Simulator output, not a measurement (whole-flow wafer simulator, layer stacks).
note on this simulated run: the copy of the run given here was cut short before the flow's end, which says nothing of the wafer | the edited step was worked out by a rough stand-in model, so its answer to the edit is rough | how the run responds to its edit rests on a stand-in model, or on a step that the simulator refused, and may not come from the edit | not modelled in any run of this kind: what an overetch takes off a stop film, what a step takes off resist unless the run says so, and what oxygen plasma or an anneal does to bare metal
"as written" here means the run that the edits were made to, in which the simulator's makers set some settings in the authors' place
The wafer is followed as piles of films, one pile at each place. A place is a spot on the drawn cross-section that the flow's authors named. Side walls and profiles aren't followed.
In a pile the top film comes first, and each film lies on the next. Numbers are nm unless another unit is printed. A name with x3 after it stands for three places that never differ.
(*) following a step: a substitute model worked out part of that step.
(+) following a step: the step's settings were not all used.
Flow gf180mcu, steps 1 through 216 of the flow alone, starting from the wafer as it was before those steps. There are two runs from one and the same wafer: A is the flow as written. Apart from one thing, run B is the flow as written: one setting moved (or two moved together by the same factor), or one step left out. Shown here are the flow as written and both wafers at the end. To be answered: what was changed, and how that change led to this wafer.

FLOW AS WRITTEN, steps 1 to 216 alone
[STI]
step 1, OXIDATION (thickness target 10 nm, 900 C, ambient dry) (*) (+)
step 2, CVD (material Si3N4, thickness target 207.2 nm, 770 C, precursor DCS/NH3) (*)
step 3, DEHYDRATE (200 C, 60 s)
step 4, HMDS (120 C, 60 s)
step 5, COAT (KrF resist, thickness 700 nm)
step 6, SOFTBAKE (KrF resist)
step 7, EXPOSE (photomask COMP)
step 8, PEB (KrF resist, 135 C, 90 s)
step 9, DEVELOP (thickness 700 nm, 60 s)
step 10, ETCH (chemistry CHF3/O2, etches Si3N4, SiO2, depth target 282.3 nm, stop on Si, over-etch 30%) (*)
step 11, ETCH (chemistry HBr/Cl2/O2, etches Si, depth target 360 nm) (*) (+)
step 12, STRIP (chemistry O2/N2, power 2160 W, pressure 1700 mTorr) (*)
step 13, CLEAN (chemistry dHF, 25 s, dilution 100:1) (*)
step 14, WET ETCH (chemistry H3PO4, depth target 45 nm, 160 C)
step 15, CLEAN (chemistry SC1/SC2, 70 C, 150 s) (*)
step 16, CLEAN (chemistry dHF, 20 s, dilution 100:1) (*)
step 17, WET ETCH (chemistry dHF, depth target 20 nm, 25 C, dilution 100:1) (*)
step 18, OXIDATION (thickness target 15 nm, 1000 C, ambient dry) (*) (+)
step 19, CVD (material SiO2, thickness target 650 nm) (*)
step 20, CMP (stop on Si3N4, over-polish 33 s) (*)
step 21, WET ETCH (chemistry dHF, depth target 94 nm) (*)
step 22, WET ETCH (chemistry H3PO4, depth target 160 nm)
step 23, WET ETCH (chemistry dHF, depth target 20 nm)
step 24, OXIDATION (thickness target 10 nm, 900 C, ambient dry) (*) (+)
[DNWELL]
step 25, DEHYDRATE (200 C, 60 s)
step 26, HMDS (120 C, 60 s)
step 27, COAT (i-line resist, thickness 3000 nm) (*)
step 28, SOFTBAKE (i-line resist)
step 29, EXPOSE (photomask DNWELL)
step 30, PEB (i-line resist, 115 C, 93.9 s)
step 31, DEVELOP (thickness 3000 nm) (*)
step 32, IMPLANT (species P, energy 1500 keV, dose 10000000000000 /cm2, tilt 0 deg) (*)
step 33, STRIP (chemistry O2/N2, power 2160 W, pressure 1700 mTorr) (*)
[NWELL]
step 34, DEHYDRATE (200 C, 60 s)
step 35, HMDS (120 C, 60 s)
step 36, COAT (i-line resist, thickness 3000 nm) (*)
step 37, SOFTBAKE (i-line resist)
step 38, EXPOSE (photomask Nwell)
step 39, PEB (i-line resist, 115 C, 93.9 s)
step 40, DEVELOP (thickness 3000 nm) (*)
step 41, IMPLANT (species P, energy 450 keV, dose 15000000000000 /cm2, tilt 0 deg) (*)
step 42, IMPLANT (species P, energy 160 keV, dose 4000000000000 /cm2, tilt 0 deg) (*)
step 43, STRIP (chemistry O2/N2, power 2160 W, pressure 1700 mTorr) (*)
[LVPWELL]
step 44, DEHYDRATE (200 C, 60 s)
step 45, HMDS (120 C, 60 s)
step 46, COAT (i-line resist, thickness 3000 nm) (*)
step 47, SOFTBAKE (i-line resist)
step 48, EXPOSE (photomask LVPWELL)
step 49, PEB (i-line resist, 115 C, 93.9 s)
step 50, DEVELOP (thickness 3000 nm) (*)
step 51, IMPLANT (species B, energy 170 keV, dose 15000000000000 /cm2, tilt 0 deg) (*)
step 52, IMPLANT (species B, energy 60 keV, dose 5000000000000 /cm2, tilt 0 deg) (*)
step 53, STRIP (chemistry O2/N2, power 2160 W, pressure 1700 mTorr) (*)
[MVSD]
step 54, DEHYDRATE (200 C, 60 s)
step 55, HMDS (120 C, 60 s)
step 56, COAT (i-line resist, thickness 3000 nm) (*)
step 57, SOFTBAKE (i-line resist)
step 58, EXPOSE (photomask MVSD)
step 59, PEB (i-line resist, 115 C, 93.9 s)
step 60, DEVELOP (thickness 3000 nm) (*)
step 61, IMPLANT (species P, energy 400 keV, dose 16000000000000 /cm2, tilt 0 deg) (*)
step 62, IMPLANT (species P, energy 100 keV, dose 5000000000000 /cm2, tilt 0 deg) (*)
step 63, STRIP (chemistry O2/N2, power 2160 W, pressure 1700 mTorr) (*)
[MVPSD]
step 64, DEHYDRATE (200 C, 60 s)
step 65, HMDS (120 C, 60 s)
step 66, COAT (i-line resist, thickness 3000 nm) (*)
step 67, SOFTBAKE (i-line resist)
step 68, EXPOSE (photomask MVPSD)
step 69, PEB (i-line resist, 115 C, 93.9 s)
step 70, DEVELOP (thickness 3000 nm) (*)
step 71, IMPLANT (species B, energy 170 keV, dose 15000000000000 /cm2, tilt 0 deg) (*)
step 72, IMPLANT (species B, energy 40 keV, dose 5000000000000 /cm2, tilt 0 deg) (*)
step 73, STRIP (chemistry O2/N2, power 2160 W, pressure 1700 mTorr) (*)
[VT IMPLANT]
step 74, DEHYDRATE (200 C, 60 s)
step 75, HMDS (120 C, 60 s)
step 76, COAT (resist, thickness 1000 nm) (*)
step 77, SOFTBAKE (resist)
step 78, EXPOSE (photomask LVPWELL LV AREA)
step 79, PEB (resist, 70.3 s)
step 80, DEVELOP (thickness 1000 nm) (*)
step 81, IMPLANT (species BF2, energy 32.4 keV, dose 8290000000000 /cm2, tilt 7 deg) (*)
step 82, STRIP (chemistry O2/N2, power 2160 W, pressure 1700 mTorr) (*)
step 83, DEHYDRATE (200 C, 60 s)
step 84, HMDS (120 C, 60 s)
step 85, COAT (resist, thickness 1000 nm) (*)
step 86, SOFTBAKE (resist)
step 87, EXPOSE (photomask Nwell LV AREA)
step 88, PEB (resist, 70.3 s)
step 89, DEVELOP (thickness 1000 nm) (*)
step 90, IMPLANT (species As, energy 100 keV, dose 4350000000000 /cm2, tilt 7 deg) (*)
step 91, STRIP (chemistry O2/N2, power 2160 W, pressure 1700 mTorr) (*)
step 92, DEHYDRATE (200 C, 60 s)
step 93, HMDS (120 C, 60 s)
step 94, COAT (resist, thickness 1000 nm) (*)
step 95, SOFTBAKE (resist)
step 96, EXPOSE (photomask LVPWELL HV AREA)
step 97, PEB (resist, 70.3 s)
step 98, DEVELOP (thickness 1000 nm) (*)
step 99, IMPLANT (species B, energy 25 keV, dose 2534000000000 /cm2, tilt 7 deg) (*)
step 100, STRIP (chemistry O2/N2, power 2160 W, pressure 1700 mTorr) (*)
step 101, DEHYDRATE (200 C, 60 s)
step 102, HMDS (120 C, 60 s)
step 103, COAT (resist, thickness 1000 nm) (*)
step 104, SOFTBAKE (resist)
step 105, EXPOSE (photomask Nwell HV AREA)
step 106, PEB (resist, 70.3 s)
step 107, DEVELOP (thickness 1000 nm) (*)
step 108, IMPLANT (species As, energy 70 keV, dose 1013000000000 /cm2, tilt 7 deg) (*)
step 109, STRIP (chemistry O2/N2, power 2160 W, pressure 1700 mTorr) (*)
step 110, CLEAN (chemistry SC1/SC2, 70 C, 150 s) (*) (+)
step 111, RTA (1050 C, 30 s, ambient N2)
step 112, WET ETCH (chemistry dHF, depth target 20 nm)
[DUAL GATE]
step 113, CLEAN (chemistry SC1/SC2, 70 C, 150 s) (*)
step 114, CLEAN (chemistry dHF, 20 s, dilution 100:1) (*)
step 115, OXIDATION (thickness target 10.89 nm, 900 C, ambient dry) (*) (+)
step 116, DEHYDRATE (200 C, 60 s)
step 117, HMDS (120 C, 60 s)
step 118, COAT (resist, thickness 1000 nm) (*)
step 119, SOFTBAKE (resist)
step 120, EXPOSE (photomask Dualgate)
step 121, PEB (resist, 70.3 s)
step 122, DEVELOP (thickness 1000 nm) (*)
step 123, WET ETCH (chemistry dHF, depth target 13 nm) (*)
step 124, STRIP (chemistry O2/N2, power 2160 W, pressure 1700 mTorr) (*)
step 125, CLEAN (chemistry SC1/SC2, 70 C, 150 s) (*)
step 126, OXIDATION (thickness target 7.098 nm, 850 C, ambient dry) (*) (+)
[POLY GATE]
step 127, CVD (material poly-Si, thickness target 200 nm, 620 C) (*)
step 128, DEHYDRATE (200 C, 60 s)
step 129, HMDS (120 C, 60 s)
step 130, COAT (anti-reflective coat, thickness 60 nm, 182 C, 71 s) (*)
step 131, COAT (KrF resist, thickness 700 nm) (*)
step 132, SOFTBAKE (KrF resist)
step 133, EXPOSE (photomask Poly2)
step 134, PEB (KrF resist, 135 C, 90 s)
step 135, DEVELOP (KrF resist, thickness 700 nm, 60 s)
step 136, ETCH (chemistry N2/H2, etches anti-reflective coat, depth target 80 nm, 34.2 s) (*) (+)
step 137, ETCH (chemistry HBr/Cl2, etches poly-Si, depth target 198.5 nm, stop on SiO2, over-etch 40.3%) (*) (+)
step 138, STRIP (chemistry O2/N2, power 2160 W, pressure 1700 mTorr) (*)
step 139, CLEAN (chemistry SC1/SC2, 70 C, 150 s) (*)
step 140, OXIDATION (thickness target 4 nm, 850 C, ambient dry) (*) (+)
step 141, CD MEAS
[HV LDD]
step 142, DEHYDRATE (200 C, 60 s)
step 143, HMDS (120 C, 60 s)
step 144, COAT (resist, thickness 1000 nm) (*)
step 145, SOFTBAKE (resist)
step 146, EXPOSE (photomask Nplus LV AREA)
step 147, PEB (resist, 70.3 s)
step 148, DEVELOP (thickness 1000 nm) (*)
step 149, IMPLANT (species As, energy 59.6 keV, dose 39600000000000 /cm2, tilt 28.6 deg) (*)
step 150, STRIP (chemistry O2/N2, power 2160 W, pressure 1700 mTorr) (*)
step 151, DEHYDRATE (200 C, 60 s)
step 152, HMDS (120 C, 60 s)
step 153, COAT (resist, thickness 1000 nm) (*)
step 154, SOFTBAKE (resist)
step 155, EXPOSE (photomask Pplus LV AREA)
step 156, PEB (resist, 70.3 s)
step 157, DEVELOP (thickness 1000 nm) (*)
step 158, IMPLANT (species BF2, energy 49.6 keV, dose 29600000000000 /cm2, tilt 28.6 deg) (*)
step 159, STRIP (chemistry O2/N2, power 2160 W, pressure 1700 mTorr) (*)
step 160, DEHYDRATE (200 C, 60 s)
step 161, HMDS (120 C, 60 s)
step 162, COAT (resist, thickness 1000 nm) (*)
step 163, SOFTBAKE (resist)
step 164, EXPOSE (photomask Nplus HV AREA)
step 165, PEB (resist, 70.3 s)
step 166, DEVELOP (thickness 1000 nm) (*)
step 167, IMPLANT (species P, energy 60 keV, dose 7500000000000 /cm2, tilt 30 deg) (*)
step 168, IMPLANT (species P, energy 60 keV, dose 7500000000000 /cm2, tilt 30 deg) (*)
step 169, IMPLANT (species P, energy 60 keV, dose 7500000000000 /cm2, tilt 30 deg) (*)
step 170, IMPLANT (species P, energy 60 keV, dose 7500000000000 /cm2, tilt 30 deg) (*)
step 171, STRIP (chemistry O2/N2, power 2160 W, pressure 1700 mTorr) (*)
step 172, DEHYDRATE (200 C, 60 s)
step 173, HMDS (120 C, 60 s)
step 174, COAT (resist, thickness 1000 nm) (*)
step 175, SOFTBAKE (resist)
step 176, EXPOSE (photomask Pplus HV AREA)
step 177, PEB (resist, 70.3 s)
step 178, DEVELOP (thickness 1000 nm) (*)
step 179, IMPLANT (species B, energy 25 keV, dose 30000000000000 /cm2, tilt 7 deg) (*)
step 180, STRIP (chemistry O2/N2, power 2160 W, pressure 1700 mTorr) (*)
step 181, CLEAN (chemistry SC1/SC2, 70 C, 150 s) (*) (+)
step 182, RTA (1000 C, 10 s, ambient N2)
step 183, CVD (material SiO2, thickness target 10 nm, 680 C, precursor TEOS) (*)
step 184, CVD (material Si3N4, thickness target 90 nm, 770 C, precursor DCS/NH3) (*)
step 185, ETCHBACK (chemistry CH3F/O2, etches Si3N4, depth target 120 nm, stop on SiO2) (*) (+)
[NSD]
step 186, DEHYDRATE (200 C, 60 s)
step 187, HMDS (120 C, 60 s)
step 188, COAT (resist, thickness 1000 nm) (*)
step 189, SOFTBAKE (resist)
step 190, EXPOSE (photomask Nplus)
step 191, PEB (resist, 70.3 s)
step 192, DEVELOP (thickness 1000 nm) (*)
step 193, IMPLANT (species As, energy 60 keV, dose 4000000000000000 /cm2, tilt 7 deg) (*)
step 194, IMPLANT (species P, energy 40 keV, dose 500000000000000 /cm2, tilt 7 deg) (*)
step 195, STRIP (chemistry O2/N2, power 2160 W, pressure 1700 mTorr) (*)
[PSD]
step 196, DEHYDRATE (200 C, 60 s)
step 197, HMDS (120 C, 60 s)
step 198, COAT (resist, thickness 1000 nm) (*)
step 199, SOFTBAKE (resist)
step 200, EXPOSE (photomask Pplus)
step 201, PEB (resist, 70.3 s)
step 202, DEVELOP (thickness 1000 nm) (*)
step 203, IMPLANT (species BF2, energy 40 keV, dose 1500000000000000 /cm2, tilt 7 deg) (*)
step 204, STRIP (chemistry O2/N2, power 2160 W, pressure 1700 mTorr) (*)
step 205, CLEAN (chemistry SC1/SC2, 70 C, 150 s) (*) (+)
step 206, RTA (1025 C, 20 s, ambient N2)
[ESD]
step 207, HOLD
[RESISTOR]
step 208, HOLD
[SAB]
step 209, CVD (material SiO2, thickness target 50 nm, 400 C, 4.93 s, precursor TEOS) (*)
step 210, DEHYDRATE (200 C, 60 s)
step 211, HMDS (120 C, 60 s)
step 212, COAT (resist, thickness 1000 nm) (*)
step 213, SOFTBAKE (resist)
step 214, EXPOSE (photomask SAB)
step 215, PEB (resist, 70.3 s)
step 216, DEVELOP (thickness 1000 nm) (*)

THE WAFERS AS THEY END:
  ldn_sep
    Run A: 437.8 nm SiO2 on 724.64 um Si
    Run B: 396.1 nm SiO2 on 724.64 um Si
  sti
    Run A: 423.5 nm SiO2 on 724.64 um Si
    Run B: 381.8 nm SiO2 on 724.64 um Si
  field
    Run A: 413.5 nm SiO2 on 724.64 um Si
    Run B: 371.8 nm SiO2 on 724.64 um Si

Cause: step 21, WET ETCH: depth target 136 nm was run, whereas the flow has depth target 94 nm.

Step by step, how the change led to this:
  step 21, WET ETCH (chemistry dHF, depth target 94 nm) (*)
      active, n_well, p_well and 40 more: A Si3N4 loses 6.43 | B Si3N4 loses 9.27
      field, field_sub, sti and 34 more: A SiO2 loses 94 | B SiO2 loses 136
  step 28, SOFTBAKE (i-line resist)
      ldn_fp, ldn_drn: A i-line resist gains 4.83 | B i-line resist loses 0.1
      field: A i-line resist gains 2.45 | B i-line resist loses 0.57
      (and at 60 other places as well)
  step 37, SOFTBAKE (i-line resist)
      ldn_fp, ldn_drn: A i-line resist gains 4.83 | B i-line resist loses 0.1
      field: A i-line resist gains 2.45 | B i-line resist loses 0.57
      (and at 60 other places as well)
  step 47, SOFTBAKE (i-line resist)
      ldn_fp, ldn_drn: A i-line resist gains 4.83 | B i-line resist loses 0.1
      field: A i-line resist gains 2.45 | B i-line resist loses 0.57
      (and at 60 other places as well)
  step 57, SOFTBAKE (i-line resist)
      ldn_fp, ldn_drn: A i-line resist gains 4.83 | B i-line resist loses 0.1
      field: A i-line resist gains 2.45 | B i-line resist loses 0.57
      (and at 60 other places as well)
  step 67, SOFTBAKE (i-line resist)
      ldn_fp, ldn_drn: A i-line resist gains 4.83 | B i-line resist loses 0.1
      field: A i-line resist gains 2.45 | B i-line resist loses 0.57
      (and at 60 other places as well)
  step 76, COAT (resist, thickness 1000 nm) (*)
      p_well, spacer, sd_n: A resist gains 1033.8 (new film) | B resist gains 992.9 (new film)
      field__w6: A resist gains 984.3 (new film) | B resist gains 1008.2 (new film)
      (and at 36 other places as well)
  step 77, SOFTBAKE (resist)
      ldn_fp, ldp_fp: A resist loses 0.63 | B nothing
      ldn_dft, ldp_dft: A resist loses 0.98 | B nothing
      (and at 50 other places as well)
  step 79, PEB (resist, 70.3 s)
      p_well, spacer, sd_n, ldp_gr: A resist loses 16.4 | B resist loses 15.8
  step 80, DEVELOP (thickness 1000 nm) (*)
      p_well, spacer, sd_n: A resist loses 1017.4 (all of it) | B resist loses 977.2 (all of it)
      active: A resist loses 1004 (all of it) | B resist loses 979.1 (all of it)
      (and at 4 other places as well)
  step 82, STRIP (chemistry O2/N2, power 2160 W, pressure 1700 mTorr) (*)
      ldn_acc, ldn_drn: A resist loses 1009.2 (all of it) | B resist loses 983.1 (all of it)
      field__w6: A resist loses 968.6 (all of it) | B resist loses 992.3 (all of it)
      (and at 31 other places as well)
  step 85, COAT (resist, thickness 1000 nm) (*)
      p_well, spacer, sd_n: A resist gains 1033.8 (new film) | B resist gains 992.9 (new film)
      field__w6: A resist gains 984.3 (new film) | B resist gains 1008.2 (new film)
      (and at 36 other places as well)
  step 86, SOFTBAKE (resist)
      ldn_fp, ldp_fp: A resist loses 0.63 | B nothing
      ldn_dft, ldp_dft: A resist loses 0.98 | B nothing
      (and at 50 other places as well)
  step 88, PEB (resist, 70.3 s)
      p_well, spacer, sd_n, ldp_gr: A resist loses 16.4 | B resist loses 15.8
  step 89, DEVELOP (thickness 1000 nm) (*)
      n_well: A resist loses 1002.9 (all of it) | B resist loses 980.1 (all of it)
      sd_p: A resist loses 1001.9 (all of it) | B resist loses 980.2 (all of it)
      (and at 4 other places as well)
  step 91, STRIP (chemistry O2/N2, power 2160 W, pressure 1700 mTorr) (*)
      p_well, spacer, sd_n: A resist loses 1017.4 (all of it) | B resist loses 977.2 (all of it)
      ldn_acc, ldn_drn: A resist loses 1009.2 (all of it) | B resist loses 983.1 (all of it)
      (and at 31 other places as well)
  ... 53 further steps ...
  step 216, DEVELOP (thickness 1000 nm) (*)
      p_well, sd_n: A resist loses 996.4 (all of it) | B resist loses 954.8 (all of it)
      field__w6: A resist loses 1026.2 (all of it) | B resist loses 1076.8 (all of it)
      (and at 37 other places as well)
